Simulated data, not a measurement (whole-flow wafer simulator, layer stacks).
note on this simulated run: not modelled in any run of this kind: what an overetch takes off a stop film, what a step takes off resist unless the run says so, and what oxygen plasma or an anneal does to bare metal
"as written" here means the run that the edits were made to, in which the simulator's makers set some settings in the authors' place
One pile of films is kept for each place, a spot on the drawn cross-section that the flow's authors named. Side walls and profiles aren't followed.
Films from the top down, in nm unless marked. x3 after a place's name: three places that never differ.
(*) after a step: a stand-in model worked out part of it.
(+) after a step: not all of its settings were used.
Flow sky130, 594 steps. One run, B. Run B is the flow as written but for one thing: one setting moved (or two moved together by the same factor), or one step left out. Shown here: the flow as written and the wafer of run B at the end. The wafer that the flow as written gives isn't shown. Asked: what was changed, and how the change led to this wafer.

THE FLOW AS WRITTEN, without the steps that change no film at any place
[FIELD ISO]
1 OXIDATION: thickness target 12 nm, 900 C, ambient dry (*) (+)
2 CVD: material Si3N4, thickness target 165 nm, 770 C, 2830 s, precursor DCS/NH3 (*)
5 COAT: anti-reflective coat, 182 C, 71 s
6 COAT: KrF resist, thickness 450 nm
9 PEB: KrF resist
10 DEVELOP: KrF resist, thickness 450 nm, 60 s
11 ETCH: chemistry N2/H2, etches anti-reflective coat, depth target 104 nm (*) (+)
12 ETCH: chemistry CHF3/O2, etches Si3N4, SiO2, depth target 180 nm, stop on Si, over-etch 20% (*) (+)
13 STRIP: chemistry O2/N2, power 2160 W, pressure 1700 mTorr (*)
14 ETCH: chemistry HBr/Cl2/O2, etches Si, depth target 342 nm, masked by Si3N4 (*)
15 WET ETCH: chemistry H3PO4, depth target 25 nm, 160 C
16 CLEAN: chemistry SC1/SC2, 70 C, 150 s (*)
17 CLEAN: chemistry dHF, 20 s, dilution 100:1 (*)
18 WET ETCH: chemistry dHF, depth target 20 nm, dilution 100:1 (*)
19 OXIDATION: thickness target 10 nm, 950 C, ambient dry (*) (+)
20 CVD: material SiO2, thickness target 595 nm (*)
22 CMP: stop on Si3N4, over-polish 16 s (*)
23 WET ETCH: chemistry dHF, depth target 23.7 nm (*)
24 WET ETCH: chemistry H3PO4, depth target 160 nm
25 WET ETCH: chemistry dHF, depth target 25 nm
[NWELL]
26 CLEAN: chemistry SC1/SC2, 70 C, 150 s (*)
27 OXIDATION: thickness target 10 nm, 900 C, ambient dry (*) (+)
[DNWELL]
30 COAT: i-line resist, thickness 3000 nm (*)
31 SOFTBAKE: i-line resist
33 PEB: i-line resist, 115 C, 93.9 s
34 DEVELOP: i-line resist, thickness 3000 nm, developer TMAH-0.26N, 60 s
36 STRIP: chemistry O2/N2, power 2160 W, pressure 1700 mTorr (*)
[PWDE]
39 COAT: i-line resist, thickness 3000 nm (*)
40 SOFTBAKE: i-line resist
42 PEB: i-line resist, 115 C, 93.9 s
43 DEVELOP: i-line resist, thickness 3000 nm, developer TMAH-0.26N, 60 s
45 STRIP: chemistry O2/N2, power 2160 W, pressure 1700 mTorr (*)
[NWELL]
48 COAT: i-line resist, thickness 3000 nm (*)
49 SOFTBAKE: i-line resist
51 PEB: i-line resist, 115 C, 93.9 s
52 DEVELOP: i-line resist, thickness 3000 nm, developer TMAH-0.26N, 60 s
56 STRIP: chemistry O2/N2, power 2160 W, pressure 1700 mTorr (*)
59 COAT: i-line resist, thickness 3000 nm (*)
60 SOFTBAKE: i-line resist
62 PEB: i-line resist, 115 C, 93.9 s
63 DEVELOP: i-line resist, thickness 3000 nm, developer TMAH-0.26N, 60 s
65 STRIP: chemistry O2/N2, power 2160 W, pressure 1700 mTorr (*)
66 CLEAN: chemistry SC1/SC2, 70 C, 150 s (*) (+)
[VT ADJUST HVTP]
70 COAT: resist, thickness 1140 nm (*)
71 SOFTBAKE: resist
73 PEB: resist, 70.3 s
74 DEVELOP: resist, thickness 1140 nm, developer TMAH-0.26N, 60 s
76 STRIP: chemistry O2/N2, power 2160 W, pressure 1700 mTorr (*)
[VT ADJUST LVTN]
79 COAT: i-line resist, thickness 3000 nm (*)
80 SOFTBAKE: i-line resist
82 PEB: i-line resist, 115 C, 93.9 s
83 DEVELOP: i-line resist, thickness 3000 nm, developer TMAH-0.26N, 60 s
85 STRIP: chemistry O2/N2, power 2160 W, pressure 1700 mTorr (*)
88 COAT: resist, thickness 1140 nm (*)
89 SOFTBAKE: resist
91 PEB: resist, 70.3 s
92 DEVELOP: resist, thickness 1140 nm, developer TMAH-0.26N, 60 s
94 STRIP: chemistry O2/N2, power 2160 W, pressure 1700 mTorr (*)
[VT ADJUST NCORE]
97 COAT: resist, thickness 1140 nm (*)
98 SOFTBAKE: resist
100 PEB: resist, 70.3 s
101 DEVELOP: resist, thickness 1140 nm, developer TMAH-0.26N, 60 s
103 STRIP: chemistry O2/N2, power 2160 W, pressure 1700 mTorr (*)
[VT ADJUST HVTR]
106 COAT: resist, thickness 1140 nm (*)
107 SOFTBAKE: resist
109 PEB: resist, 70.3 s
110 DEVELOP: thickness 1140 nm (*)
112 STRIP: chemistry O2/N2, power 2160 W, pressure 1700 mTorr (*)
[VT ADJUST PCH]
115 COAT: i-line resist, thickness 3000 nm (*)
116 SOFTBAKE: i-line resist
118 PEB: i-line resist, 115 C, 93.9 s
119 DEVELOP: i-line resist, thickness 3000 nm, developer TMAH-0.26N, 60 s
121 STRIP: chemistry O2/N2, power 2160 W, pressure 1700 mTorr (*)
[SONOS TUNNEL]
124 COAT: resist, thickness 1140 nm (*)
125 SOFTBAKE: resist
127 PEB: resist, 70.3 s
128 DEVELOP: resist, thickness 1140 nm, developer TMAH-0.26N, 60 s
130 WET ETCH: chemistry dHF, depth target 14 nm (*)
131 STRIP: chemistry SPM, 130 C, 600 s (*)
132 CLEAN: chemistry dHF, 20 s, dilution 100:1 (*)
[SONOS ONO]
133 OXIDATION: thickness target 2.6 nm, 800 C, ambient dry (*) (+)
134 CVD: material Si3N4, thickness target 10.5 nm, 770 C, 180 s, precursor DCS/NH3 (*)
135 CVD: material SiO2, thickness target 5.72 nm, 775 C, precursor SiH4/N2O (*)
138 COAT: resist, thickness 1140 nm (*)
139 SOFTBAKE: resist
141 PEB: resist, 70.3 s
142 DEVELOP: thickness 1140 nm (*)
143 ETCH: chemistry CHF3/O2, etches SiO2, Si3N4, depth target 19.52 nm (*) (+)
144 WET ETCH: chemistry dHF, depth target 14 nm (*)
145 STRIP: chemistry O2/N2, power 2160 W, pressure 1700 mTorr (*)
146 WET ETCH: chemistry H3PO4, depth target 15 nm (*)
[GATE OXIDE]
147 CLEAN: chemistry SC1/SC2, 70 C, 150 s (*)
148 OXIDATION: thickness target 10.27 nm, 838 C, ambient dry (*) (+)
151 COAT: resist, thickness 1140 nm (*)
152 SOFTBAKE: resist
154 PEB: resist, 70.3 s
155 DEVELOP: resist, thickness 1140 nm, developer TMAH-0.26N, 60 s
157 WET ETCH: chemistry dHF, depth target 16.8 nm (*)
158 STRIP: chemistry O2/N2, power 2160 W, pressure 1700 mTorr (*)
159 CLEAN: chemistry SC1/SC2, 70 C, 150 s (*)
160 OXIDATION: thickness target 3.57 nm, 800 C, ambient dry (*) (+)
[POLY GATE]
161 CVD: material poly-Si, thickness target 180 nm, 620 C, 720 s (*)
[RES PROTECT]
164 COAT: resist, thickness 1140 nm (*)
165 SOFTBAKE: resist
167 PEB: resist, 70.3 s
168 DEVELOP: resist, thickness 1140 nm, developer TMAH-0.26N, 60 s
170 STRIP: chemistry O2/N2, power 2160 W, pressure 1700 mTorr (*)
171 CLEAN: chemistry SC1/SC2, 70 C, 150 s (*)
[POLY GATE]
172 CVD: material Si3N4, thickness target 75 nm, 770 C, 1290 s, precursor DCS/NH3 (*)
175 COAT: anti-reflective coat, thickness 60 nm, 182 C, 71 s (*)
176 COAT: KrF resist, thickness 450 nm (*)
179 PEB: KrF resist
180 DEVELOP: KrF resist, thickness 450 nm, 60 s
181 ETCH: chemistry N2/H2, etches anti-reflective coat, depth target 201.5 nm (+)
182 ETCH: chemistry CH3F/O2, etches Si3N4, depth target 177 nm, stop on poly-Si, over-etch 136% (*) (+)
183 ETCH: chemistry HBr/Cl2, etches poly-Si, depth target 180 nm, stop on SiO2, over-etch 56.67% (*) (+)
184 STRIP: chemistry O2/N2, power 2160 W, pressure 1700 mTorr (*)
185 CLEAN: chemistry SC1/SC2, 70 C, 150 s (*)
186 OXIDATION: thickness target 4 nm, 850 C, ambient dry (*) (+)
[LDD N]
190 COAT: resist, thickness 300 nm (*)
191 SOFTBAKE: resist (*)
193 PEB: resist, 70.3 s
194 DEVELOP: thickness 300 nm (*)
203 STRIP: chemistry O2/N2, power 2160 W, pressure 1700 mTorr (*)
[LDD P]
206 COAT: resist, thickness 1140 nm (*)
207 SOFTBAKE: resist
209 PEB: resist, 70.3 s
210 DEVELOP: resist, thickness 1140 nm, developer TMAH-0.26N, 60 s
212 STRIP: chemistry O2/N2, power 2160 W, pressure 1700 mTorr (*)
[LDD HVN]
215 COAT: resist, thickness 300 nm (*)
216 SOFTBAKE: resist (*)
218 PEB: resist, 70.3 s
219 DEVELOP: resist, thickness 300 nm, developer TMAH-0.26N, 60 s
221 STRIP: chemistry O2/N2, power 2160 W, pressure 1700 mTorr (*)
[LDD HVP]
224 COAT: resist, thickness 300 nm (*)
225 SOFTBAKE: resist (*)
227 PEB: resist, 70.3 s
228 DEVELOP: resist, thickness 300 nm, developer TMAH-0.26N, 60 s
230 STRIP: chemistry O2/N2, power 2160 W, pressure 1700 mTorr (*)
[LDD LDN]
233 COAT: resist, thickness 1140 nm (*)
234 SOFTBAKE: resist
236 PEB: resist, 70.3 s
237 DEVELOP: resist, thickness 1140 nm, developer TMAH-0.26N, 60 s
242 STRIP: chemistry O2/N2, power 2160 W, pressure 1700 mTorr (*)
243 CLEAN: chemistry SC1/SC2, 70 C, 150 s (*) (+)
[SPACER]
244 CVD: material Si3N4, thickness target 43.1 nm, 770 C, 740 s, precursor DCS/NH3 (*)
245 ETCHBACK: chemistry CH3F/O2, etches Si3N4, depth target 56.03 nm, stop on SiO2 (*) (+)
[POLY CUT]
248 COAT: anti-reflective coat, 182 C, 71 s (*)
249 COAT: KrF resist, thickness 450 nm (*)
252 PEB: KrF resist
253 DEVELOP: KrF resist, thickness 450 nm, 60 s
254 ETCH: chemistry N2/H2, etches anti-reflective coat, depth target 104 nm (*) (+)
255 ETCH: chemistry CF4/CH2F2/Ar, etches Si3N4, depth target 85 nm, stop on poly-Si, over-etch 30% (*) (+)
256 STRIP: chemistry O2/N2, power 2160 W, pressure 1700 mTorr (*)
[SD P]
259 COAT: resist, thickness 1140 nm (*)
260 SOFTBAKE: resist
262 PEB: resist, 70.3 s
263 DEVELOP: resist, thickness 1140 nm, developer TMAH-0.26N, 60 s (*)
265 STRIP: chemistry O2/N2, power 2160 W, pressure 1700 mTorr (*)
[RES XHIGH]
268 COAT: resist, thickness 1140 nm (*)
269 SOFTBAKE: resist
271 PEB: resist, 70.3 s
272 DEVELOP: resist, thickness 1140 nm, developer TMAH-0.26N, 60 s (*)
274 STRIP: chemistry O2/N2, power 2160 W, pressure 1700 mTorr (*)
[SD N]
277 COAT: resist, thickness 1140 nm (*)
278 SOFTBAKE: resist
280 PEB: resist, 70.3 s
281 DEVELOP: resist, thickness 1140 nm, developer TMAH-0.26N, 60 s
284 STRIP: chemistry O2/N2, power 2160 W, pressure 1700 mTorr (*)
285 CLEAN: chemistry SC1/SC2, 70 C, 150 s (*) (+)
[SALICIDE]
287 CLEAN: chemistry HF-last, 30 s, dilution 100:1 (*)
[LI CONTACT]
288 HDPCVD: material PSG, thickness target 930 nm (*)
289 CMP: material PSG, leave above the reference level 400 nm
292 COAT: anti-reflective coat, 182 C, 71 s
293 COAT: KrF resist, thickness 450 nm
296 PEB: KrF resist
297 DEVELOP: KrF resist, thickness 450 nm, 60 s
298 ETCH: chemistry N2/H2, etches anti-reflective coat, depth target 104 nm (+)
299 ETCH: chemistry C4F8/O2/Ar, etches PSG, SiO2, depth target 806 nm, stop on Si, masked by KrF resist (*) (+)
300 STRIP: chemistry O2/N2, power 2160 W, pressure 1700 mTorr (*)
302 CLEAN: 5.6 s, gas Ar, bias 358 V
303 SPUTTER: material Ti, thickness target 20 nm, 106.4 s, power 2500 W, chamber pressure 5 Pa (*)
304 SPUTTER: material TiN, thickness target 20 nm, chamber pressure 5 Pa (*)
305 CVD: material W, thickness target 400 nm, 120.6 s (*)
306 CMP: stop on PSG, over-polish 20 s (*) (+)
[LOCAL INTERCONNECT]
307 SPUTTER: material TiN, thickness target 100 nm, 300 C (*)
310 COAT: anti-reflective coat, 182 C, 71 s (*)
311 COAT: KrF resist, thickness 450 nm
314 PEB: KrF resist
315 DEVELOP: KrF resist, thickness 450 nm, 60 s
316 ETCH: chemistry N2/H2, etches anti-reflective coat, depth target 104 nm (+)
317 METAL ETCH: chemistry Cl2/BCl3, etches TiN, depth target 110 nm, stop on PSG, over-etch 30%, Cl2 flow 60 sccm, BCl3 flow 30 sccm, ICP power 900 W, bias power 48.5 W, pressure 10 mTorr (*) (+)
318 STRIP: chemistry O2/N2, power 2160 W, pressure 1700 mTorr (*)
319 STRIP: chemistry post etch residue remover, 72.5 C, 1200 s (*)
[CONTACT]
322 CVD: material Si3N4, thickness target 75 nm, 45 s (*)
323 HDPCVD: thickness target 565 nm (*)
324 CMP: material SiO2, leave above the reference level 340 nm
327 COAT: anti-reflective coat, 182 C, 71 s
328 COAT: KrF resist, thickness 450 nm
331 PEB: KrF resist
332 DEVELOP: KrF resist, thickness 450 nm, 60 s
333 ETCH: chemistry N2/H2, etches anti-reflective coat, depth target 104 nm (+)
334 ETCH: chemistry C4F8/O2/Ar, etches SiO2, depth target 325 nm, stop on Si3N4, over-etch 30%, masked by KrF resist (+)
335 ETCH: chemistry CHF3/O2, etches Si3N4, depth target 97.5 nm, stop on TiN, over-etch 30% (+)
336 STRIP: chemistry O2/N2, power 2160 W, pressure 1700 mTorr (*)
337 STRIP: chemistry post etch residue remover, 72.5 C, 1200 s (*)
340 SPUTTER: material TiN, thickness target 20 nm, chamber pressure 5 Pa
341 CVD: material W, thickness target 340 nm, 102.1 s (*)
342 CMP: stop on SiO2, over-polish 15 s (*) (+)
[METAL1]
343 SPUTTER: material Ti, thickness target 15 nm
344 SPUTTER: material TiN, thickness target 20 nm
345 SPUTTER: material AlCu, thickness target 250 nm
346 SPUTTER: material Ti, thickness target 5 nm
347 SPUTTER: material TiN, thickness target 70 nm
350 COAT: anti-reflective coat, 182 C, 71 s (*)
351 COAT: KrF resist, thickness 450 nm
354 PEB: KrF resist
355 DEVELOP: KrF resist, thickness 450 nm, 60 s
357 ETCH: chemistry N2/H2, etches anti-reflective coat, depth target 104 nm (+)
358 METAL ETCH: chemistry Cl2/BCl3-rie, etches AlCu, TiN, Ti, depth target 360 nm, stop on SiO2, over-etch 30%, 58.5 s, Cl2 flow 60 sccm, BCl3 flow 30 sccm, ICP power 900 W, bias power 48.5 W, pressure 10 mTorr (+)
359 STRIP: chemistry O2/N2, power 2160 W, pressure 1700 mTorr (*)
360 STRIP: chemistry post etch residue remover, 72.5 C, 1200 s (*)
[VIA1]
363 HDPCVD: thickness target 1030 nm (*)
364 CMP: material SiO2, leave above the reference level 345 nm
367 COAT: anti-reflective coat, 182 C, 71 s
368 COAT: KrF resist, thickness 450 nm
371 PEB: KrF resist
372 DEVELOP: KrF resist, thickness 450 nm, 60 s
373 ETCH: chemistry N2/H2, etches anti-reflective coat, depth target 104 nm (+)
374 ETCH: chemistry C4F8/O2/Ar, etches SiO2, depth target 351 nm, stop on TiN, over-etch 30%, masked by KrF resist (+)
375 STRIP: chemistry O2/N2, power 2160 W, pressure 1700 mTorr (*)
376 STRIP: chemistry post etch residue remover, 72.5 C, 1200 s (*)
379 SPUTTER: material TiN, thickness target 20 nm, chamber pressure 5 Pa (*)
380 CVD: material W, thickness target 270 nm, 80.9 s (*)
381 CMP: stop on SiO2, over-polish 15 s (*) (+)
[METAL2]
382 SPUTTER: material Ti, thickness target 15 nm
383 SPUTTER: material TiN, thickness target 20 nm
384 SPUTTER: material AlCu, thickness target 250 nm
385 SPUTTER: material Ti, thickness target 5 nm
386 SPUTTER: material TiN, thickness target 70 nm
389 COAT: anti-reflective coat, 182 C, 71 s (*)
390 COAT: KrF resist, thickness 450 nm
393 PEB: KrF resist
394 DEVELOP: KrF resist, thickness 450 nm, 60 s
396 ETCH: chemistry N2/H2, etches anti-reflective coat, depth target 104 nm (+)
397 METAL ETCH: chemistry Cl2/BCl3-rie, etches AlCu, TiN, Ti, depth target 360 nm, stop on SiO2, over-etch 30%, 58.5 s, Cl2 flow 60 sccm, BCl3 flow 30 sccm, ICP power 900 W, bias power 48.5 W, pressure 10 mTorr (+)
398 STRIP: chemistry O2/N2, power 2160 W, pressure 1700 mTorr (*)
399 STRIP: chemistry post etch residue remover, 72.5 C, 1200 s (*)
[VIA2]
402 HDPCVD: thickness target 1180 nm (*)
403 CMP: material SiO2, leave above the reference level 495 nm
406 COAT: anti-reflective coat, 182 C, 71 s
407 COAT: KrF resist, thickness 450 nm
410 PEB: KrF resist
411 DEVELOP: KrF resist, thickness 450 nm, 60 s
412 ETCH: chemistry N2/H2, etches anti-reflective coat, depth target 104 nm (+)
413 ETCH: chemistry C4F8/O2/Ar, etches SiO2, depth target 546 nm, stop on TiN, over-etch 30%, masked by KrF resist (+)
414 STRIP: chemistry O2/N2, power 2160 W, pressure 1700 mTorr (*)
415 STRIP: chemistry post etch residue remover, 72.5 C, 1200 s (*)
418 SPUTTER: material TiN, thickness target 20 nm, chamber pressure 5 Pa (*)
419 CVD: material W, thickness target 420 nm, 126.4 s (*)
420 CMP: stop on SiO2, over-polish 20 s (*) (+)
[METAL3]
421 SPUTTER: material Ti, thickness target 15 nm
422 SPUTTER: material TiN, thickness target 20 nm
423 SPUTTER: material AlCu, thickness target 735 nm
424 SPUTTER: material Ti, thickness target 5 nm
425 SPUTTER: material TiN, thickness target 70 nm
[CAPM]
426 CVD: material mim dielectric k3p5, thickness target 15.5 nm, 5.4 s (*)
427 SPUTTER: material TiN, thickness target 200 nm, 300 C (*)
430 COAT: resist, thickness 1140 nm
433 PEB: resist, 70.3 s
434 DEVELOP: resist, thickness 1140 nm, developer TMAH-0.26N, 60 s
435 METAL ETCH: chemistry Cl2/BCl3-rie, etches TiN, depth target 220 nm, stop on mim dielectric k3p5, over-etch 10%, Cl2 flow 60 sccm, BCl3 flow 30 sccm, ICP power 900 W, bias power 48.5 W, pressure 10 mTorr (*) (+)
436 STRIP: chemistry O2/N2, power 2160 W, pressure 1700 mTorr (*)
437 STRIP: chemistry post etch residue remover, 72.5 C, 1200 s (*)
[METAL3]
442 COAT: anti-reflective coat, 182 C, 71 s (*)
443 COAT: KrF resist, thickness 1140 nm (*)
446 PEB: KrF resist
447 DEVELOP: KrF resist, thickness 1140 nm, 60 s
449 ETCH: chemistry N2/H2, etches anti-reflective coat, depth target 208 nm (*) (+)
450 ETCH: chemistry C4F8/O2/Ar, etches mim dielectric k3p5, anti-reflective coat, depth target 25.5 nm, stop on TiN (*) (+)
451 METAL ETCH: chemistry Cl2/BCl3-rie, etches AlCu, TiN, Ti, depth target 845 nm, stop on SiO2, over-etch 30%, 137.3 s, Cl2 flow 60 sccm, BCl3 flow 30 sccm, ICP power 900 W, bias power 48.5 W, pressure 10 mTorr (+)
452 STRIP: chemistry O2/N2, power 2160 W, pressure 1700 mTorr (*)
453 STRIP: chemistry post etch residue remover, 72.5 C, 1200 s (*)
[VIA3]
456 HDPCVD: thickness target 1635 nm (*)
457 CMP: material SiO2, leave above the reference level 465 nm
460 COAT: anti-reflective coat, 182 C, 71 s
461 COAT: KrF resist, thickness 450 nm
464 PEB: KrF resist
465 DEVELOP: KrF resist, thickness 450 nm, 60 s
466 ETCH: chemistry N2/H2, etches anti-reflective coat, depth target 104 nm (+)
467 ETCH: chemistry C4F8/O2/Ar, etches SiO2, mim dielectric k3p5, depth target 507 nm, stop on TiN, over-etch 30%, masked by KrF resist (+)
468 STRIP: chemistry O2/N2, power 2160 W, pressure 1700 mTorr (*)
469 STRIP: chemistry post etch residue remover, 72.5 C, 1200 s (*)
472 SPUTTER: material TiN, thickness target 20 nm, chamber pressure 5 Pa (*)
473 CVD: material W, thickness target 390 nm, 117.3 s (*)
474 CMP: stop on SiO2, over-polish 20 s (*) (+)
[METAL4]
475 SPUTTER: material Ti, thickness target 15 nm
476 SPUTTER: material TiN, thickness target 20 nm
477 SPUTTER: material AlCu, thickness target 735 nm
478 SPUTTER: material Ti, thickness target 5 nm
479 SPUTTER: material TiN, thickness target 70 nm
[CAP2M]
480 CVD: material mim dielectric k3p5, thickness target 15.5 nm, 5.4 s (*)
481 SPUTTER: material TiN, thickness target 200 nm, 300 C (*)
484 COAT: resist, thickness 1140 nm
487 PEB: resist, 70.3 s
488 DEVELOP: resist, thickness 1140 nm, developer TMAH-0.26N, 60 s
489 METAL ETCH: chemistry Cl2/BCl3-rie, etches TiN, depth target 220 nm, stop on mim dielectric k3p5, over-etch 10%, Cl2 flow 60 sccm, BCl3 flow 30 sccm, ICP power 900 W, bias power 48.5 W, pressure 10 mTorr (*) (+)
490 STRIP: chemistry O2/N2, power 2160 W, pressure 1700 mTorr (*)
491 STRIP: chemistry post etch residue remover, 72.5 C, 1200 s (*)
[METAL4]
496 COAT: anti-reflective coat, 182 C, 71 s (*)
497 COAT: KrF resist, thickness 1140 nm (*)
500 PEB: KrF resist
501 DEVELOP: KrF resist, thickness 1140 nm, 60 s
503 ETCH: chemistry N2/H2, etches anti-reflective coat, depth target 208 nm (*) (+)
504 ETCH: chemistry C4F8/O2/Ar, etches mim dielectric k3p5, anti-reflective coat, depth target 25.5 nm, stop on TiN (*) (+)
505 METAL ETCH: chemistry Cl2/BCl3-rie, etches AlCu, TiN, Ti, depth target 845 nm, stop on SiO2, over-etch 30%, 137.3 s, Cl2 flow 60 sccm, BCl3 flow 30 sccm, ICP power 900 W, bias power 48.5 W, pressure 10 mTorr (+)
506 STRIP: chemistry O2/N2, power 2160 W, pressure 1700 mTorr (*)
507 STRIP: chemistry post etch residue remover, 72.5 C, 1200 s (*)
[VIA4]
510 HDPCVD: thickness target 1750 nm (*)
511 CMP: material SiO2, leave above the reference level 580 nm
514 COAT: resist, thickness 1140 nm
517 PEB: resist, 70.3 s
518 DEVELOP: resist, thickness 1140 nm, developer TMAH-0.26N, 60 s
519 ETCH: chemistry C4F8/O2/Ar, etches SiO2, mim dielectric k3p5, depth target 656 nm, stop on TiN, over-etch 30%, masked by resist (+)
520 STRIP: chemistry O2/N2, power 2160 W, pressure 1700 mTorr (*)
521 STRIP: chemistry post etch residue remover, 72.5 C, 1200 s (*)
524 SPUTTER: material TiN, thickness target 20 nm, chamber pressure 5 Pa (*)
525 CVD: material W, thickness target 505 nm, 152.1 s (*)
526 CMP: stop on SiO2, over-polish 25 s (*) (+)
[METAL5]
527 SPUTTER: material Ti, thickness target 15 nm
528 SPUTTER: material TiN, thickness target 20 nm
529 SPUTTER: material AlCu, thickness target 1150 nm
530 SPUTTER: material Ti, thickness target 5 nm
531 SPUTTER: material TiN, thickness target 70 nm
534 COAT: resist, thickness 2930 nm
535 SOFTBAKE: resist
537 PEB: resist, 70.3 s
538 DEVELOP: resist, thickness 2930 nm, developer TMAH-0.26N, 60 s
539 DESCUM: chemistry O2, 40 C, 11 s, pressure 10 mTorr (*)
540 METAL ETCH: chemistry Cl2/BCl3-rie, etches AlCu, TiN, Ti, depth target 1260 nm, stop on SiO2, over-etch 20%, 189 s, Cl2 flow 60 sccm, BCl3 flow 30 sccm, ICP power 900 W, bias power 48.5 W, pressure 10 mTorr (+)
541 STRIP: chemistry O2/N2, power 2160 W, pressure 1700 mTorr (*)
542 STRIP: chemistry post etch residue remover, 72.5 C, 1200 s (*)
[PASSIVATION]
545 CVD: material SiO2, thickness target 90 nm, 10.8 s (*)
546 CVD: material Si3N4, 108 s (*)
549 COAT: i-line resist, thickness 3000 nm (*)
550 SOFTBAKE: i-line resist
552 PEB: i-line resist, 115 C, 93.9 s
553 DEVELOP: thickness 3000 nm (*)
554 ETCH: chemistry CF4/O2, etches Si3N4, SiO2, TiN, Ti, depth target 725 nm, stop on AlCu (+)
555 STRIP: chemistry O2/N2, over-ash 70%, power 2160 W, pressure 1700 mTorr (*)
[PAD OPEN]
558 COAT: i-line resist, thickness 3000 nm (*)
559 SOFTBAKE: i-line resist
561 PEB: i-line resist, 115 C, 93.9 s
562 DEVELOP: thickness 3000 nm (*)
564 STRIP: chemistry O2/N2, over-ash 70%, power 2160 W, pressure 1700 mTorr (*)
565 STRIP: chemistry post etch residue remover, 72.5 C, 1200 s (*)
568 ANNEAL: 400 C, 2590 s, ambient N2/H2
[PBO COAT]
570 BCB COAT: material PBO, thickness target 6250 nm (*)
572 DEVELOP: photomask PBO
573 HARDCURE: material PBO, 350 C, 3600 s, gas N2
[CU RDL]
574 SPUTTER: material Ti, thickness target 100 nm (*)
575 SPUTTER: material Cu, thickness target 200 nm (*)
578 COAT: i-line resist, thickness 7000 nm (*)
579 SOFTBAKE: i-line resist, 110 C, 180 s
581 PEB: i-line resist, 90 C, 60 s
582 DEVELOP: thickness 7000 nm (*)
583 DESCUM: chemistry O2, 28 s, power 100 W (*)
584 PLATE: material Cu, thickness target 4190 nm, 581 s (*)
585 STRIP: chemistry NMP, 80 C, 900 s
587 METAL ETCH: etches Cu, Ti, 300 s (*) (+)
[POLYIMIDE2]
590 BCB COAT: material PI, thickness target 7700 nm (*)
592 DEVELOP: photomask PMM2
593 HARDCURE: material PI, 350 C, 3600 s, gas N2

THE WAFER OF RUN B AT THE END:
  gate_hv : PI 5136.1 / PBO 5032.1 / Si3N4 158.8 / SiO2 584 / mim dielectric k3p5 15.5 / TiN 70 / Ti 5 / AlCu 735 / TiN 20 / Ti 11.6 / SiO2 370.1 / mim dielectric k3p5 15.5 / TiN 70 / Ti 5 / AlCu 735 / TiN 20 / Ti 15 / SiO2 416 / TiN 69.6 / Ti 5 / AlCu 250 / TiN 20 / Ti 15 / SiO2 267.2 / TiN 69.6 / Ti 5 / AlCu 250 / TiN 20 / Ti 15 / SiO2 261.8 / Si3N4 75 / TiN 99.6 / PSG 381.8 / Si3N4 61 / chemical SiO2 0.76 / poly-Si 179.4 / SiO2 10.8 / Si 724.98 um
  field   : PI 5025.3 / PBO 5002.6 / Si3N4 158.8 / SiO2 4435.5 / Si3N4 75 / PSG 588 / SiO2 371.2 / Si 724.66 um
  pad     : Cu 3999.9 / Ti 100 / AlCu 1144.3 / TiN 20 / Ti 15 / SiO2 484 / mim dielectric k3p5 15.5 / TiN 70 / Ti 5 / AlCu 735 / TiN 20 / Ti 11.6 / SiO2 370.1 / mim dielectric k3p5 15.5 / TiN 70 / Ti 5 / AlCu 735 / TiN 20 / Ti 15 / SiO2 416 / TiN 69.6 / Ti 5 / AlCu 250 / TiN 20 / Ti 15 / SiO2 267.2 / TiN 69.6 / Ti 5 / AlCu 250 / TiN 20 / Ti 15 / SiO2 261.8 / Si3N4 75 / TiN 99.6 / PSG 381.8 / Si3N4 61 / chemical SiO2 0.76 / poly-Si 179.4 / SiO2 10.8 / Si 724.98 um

The cause: step 475, SPUTTER: thickness target 11.6 nm was run, where the flow has thickness target 15 nm.
It can be read off the wafer: gate_hv has Ti 11.6, and step 475 as written asks for 15 nm.

How the change led to this, step by step:
  475 SPUTTER: material Ti, thickness target 15 nm
      field, active, n_well and 189 more: Ti +11.6 (new film) (as written it would be: Ti +15 (new film))
  505 METAL ETCH: chemistry Cl2/BCl3-rie, etches AlCu, TiN, Ti, depth target 845 nm, stop on SiO2, over-etch 30%, 137.3 s, Cl2 flow 60 sccm, BCl3 flow 30 sccm, ICP power 900 W, bias power 48.5 W, pressure 10 mTorr (+)
      field, gate, spacer and 68 more: TiN -70 (all of it), Ti -5 (all of it), AlCu -735 (all of it), TiN -20 (all of it), Ti -11.6 (all of it), SiO2 -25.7 (as written it would be: TiN -70 (all of it), Ti -5 (all of it), AlCu -735 (all of it), TiN -20 (all of it), Ti -15 (all of it), SiO2 -25.4)
      active, vpp_iso1, mim_edge_plate and 14 more: TiN -70 (all of it), Ti -5 (all of it), AlCu -735 (all of it), TiN -20 (all of it), Ti -11.6 (all of it), SiO2 -25.7 (as written it would be: TiN -70 (all of it), Ti -5 (all of it), AlCu -735 (all of it), TiN -20 (all of it), Ti -15 (all of it), SiO2 -25.3)
